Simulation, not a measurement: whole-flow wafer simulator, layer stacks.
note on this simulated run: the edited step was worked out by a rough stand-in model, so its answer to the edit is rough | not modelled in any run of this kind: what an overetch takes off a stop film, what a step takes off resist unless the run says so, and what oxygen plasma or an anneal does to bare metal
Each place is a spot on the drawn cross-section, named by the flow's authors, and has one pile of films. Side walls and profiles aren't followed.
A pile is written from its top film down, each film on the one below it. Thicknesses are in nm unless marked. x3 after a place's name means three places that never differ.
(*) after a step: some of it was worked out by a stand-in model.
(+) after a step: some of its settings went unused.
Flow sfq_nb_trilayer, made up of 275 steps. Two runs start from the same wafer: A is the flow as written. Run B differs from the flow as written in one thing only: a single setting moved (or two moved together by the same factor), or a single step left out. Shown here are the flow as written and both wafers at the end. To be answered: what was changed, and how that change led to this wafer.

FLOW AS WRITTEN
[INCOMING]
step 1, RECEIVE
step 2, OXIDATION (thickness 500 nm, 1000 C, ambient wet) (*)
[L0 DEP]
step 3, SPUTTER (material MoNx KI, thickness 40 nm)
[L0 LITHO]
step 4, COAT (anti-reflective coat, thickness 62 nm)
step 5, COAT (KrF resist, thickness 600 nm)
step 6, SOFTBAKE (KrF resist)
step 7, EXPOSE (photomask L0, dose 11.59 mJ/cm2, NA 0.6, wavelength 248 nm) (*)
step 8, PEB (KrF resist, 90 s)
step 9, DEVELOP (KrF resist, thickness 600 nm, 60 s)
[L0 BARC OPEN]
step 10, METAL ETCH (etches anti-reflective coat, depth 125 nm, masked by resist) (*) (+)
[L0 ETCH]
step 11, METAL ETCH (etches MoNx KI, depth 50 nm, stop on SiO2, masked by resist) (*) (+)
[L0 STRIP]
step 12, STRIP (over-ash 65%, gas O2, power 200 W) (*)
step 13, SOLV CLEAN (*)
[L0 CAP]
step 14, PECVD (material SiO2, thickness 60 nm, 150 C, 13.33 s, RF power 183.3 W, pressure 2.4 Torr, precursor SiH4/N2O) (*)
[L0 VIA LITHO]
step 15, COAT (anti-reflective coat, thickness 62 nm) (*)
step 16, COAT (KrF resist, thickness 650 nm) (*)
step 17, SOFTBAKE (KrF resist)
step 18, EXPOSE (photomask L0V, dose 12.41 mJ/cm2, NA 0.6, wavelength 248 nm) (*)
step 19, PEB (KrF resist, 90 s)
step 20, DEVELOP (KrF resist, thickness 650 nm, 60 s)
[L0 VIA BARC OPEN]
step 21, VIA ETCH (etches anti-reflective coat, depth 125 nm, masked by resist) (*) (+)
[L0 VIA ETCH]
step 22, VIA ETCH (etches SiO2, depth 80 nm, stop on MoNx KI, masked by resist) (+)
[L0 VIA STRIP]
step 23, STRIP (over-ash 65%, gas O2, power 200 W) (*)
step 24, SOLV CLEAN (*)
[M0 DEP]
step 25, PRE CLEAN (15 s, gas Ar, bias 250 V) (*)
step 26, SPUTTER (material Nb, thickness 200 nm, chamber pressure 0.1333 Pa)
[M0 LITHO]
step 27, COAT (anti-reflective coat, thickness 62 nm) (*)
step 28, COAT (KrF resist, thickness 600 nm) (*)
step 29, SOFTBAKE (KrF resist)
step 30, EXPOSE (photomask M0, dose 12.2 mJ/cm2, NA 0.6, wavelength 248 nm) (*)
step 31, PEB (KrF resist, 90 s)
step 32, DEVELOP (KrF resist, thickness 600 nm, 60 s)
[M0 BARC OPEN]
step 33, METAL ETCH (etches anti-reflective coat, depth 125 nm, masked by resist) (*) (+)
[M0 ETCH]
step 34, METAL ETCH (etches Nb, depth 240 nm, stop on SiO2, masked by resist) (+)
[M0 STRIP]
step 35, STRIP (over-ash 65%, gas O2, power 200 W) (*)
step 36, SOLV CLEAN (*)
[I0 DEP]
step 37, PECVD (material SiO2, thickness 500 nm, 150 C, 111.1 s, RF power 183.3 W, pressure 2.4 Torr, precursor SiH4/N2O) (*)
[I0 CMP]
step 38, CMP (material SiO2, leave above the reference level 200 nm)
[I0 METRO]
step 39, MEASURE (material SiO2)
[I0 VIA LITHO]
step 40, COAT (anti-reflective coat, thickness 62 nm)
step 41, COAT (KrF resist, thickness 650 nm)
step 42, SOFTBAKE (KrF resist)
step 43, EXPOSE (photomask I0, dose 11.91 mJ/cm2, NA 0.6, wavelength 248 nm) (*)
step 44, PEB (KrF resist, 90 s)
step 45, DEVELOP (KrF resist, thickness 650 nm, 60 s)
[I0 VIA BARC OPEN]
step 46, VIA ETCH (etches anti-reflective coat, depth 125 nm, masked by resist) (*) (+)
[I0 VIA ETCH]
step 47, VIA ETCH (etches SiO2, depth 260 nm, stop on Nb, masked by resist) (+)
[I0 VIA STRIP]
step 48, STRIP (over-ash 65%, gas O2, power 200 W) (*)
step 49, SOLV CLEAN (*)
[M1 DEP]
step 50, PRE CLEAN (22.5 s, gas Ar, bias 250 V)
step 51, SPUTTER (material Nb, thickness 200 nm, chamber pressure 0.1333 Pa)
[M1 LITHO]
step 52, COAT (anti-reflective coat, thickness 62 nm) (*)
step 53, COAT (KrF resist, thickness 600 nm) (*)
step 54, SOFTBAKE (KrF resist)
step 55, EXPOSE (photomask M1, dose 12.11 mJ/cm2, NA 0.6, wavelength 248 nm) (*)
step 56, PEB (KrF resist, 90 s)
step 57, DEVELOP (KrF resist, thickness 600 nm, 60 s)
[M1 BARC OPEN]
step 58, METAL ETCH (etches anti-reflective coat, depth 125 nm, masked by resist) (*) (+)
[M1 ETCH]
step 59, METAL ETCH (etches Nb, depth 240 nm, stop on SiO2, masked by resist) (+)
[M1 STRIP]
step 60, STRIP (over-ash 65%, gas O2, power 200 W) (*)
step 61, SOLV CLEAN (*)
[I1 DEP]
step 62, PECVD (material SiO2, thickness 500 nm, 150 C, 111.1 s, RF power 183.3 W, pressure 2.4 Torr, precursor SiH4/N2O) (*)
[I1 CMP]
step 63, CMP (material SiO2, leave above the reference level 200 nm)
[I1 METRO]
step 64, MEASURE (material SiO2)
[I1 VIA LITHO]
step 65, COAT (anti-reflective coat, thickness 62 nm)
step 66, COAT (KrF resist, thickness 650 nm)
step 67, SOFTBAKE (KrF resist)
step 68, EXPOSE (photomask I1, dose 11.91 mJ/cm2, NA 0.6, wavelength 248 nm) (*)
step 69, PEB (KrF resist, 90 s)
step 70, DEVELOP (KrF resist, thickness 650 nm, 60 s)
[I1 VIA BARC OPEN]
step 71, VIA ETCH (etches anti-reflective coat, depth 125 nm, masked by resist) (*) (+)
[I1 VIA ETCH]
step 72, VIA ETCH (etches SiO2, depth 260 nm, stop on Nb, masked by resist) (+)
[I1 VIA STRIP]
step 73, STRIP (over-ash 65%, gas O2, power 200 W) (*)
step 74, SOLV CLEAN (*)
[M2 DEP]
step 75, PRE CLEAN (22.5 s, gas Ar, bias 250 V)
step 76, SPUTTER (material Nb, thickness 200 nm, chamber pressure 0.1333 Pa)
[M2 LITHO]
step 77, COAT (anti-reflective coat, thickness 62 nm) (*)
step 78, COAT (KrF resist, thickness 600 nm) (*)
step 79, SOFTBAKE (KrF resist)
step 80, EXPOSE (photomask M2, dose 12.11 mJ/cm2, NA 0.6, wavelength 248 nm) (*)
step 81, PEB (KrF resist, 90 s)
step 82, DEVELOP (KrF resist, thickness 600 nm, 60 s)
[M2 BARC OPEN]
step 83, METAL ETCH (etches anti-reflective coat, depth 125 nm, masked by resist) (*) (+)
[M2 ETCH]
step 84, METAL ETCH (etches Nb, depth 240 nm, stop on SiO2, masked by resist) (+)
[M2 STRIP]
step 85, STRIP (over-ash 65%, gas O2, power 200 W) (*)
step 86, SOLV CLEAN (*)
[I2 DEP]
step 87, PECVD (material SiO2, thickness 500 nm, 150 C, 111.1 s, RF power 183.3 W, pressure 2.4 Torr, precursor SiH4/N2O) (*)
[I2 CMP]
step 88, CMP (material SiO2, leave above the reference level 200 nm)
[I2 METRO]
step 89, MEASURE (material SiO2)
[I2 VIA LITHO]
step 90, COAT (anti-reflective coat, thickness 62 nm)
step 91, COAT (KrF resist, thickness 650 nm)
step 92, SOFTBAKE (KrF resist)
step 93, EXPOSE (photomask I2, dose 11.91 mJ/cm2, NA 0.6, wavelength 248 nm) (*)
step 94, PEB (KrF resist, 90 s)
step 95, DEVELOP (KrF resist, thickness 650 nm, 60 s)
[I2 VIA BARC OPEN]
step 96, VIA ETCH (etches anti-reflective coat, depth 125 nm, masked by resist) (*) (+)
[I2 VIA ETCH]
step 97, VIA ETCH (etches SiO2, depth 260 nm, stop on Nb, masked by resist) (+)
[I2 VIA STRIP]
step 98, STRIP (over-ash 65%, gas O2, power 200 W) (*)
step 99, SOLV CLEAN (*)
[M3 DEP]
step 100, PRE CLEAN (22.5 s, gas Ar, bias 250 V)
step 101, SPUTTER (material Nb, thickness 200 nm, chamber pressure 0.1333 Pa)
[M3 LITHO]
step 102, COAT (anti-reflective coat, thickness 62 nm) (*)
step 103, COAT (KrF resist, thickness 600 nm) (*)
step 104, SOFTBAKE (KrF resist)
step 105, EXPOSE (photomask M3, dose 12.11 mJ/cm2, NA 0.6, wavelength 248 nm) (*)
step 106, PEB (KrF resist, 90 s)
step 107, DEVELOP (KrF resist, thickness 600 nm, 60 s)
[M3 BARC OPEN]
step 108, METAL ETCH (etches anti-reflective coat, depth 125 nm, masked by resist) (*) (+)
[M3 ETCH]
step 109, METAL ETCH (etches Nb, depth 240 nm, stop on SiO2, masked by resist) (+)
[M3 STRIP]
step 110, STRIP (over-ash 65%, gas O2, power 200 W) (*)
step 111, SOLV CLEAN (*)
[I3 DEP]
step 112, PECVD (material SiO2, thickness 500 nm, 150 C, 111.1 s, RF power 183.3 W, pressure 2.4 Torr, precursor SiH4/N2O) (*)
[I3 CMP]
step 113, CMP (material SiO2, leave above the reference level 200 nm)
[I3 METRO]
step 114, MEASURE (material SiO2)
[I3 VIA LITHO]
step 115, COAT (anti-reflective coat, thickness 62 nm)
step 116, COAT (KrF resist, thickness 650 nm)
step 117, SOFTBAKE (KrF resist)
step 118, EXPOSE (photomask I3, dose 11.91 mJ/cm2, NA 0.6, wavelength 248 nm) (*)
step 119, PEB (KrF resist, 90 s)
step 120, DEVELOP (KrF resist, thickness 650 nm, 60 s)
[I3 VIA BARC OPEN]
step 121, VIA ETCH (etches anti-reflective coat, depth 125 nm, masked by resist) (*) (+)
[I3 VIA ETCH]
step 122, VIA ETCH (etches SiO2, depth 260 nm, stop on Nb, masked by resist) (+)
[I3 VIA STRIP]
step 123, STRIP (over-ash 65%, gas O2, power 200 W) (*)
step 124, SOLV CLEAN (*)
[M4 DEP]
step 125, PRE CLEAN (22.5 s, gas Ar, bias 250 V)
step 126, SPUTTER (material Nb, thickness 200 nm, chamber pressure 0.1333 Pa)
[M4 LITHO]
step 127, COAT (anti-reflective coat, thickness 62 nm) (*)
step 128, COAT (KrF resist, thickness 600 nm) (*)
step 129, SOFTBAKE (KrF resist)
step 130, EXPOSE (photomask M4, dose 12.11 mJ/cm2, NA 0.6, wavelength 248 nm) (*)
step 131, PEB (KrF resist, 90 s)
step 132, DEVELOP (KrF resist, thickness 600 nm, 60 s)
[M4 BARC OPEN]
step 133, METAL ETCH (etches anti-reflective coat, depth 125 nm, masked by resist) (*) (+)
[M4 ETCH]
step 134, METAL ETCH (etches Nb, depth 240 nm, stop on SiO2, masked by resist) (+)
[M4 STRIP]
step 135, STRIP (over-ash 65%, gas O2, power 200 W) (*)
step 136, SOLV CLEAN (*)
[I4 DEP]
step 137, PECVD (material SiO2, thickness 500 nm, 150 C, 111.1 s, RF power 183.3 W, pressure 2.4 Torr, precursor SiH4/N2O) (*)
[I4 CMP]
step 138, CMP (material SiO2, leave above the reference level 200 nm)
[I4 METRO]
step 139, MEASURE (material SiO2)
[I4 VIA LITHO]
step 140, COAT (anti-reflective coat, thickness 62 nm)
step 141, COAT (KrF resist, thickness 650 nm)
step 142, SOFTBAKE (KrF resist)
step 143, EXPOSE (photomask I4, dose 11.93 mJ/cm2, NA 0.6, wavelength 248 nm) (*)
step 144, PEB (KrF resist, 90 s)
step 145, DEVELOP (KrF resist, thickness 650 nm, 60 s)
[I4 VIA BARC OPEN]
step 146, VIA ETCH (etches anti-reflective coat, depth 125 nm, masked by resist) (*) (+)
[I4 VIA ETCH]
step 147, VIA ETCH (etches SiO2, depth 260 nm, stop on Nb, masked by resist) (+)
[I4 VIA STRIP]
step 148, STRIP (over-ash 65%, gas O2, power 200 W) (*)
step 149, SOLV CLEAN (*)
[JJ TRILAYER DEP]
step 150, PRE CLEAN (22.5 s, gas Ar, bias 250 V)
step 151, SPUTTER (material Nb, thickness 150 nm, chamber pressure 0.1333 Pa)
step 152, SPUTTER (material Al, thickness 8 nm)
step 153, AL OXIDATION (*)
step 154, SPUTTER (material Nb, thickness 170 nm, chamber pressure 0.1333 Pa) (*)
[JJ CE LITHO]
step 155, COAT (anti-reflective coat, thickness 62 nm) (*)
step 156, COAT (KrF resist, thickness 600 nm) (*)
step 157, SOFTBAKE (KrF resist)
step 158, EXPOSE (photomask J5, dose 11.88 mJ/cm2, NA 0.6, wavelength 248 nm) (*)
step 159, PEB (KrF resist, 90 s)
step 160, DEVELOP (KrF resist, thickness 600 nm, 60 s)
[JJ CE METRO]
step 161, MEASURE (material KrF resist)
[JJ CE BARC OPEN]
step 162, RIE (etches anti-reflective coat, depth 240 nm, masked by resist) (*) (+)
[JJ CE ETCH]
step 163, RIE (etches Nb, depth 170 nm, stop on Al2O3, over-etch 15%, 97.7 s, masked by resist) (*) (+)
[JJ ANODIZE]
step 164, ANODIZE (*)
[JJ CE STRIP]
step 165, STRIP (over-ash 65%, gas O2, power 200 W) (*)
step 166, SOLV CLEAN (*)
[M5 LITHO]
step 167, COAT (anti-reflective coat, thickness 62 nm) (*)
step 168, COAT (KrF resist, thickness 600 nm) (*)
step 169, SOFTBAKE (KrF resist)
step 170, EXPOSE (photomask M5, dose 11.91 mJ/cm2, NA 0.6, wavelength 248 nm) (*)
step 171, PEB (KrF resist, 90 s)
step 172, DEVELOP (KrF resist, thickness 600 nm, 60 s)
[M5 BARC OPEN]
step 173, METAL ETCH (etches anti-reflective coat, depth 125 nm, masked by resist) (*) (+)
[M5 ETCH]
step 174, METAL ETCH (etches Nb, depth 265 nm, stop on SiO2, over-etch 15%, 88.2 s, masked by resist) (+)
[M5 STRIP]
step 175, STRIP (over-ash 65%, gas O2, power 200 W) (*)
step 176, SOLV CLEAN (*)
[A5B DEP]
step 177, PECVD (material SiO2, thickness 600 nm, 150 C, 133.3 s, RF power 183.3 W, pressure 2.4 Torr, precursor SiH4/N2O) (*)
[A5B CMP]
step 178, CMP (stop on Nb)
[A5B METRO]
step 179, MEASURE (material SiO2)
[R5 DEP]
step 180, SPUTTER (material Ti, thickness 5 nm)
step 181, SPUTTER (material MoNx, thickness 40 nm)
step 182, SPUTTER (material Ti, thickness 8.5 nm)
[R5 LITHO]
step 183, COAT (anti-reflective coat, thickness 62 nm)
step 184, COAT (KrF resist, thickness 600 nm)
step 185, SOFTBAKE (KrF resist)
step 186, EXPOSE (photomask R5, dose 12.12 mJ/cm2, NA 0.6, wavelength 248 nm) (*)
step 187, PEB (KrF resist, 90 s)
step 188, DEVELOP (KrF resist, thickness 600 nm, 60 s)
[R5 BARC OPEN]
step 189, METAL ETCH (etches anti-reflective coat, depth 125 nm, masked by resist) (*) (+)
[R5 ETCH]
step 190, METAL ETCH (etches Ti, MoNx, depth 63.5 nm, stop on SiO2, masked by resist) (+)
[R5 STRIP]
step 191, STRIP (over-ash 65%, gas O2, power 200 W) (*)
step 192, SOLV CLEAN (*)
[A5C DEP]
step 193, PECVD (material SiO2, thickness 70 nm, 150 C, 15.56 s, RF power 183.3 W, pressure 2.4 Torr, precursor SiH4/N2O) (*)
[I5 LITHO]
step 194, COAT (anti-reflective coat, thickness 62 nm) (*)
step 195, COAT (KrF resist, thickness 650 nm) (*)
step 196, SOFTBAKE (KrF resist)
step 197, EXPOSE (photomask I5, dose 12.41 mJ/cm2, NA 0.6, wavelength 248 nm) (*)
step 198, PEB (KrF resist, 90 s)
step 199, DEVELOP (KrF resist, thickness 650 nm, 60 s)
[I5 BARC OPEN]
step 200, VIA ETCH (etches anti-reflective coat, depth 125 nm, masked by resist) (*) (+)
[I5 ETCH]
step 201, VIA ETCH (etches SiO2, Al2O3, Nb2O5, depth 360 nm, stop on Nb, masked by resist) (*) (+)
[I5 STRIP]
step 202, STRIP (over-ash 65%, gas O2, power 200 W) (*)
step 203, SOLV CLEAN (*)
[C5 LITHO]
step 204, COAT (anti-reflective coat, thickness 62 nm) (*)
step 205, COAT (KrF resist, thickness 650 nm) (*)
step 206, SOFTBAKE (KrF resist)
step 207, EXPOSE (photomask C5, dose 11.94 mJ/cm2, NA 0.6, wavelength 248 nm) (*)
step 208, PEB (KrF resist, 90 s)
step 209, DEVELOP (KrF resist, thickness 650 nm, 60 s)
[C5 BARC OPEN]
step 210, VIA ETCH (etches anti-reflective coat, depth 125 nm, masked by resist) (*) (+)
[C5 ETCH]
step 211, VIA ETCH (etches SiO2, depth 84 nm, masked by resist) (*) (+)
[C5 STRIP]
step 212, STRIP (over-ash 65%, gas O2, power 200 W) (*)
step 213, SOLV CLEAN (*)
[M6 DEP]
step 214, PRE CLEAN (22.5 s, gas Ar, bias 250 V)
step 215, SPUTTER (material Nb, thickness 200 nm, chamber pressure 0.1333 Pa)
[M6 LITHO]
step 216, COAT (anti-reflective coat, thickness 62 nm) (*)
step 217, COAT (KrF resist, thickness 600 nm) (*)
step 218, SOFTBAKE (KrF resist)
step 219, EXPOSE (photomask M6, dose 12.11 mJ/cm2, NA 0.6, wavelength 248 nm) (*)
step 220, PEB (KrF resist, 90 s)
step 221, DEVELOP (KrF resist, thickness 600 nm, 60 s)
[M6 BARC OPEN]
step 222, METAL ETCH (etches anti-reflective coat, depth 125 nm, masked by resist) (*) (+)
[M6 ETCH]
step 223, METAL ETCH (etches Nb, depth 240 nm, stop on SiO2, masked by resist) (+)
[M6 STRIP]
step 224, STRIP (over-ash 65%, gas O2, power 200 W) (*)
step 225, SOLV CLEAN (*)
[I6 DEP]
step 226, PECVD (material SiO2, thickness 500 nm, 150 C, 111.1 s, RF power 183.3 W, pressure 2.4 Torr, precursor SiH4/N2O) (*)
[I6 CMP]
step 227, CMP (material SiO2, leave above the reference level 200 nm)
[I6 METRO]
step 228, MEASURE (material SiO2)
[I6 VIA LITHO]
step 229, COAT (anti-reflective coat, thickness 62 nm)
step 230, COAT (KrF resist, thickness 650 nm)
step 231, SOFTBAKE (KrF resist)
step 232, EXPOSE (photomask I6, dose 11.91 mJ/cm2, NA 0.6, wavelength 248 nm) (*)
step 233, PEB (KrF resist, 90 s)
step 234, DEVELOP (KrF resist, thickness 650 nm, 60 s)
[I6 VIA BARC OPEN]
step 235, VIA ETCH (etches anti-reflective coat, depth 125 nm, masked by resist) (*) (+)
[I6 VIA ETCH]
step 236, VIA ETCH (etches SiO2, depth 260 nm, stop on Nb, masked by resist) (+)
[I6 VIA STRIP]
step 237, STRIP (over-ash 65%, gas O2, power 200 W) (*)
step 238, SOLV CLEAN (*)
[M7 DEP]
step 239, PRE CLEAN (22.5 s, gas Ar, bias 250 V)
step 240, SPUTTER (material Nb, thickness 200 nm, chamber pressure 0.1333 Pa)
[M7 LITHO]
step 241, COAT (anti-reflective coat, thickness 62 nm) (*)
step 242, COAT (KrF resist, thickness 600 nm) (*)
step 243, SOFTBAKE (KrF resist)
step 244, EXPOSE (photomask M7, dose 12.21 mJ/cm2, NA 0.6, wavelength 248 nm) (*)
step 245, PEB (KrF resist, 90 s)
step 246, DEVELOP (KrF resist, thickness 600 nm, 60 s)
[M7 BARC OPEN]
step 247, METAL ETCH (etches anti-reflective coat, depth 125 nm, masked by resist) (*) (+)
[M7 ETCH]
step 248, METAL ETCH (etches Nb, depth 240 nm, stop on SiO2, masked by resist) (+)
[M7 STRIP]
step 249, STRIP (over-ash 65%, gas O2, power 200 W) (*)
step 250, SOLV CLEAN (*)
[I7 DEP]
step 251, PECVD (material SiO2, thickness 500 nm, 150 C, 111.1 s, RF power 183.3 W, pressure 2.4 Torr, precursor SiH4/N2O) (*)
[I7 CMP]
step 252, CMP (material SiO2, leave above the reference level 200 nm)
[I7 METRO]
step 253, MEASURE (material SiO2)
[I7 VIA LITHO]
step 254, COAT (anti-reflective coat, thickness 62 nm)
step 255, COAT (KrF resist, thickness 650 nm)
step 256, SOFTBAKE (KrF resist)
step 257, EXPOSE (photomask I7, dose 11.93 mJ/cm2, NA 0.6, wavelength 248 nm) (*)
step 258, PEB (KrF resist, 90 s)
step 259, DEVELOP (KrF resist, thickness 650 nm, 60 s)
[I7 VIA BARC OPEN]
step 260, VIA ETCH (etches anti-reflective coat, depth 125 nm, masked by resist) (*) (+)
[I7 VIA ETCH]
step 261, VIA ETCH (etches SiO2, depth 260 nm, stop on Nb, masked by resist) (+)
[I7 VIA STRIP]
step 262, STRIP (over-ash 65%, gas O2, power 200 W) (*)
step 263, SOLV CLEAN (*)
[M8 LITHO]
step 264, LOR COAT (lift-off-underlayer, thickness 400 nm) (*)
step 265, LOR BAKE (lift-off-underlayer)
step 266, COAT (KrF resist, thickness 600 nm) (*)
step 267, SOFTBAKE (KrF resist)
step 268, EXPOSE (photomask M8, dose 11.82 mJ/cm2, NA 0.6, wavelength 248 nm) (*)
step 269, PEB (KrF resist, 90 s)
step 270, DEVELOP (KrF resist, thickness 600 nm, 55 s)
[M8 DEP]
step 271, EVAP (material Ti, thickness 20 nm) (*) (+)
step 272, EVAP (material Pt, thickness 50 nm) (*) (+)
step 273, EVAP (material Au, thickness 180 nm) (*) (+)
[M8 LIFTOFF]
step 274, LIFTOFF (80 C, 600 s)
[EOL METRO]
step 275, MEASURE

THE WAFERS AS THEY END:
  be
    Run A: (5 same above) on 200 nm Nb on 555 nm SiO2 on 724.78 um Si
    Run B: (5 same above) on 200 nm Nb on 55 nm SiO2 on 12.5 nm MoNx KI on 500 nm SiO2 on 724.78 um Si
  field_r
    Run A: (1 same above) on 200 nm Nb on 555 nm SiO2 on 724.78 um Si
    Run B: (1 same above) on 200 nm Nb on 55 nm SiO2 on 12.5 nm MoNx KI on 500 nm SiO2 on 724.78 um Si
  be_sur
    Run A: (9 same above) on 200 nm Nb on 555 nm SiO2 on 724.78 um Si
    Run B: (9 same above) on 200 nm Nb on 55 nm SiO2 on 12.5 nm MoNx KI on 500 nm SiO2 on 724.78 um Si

Cause: step 11, METAL ETCH: depth 27.5 nm was run, while the flow as written has depth 50 nm.

Step by step, how the change led to this:
  step 11, METAL ETCH (etches MoNx KI, depth 50 nm, stop on SiO2, masked by resist) (*) (+)
      v_sur, via_wl, via_w and 97 more: A -40 MoNx KI (all of it) | B -27.5 MoNx KI
      field_l, l0_sur, l0v, l0r_line_l, l0r_line_c, l0r_line_r: A -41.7 KrF resist | B -22.9 KrF resist
  step 12, STRIP (over-ash 65%, gas O2, power 200 W) (*)
      field_l, l0_sur, l0v, l0r_line_l, l0r_line_c, l0r_line_r: A -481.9 KrF resist (all of it), -62 anti-reflective coat (all of it) | B -500.6 KrF resist (all of it), -62 anti-reflective coat (all of it)
  step 14, PECVD (material SiO2, thickness 60 nm, 150 C, 13.33 s, RF power 183.3 W, pressure 2.4 Torr, precursor SiH4/N2O) (*)
      v_sur, via_wl, via_w and 97 more: A +60 SiO2 | B +60 SiO2 (new film)
  step 15, COAT (anti-reflective coat, thickness 62 nm) (*)
      field_l: A +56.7 anti-reflective coat (new film) | B +58.2 anti-reflective coat (new film)
      v_sur: A +72.2 anti-reflective coat (new film) | B +69.1 anti-reflective coat (new film)
      (also at 3 further places)
  step 23, STRIP (over-ash 65%, gas O2, power 200 W) (*)
      field_l: A -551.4 KrF resist (all of it), -56.7 anti-reflective coat (all of it) | B -554.1 KrF resist (all of it), -58.2 anti-reflective coat (all of it)
      v_sur: A -570.5 KrF resist (all of it), -72.2 anti-reflective coat (all of it) | B -566.9 KrF resist (all of it), -69.1 anti-reflective coat (all of it)
      (also at 3 further places)
  step 27, COAT (anti-reflective coat, thickness 62 nm) (*)
      field_l: A +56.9 anti-reflective coat (new film) | B +58.3 anti-reflective coat (new film)
      v_sur: A +72.3 anti-reflective coat (new film) | B +69 anti-reflective coat (new film)
      (also at 3 further places)
  step 35, STRIP (over-ash 65%, gas O2, power 200 W) (*)
      field_l: A -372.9 KrF resist (all of it), -56.9 anti-reflective coat (all of it) | B -375.8 KrF resist (all of it), -58.3 anti-reflective coat (all of it)
      v_sur: A -391.6 KrF resist (all of it), -72.3 anti-reflective coat (all of it) | B -388.7 KrF resist (all of it), -69 anti-reflective coat (all of it)
      (also at 3 further places)
  step 38, CMP (material SiO2, leave above the reference level 200 nm)
      field_l, l0_sur, l0r_line_l, l0r_line_c, l0r_line_r: A -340 SiO2 | B -327.5 SiO2
      l0v: A -277.8 SiO2 | B -265.3 SiO2
Taking metal films that touch as one body, be has 4 bodies (between them, from the top down: SiO2 503.2; SiO2 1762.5; SiO2 55); the flow as written gives 3 bodies (between them, from the top down: SiO2 503.2; SiO2 1762.5).
Taking metal films that touch as one body, field_r has 2 bodies (between them, from the top down: SiO2 55); the flow as written gives 1 body.
Taking metal films that touch as one body, be_sur has 5 bodies (between them, from the top down: SiO2 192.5; SiO2 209 / Al2O3 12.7 / Nb2O5 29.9; SiO2 1762.5; SiO2 55); the flow as written gives 4 bodies (between them, from the top down: SiO2 192.5; SiO2 209 / Al2O3 12.7 / Nb2O5 29.9; SiO2 1762.5).
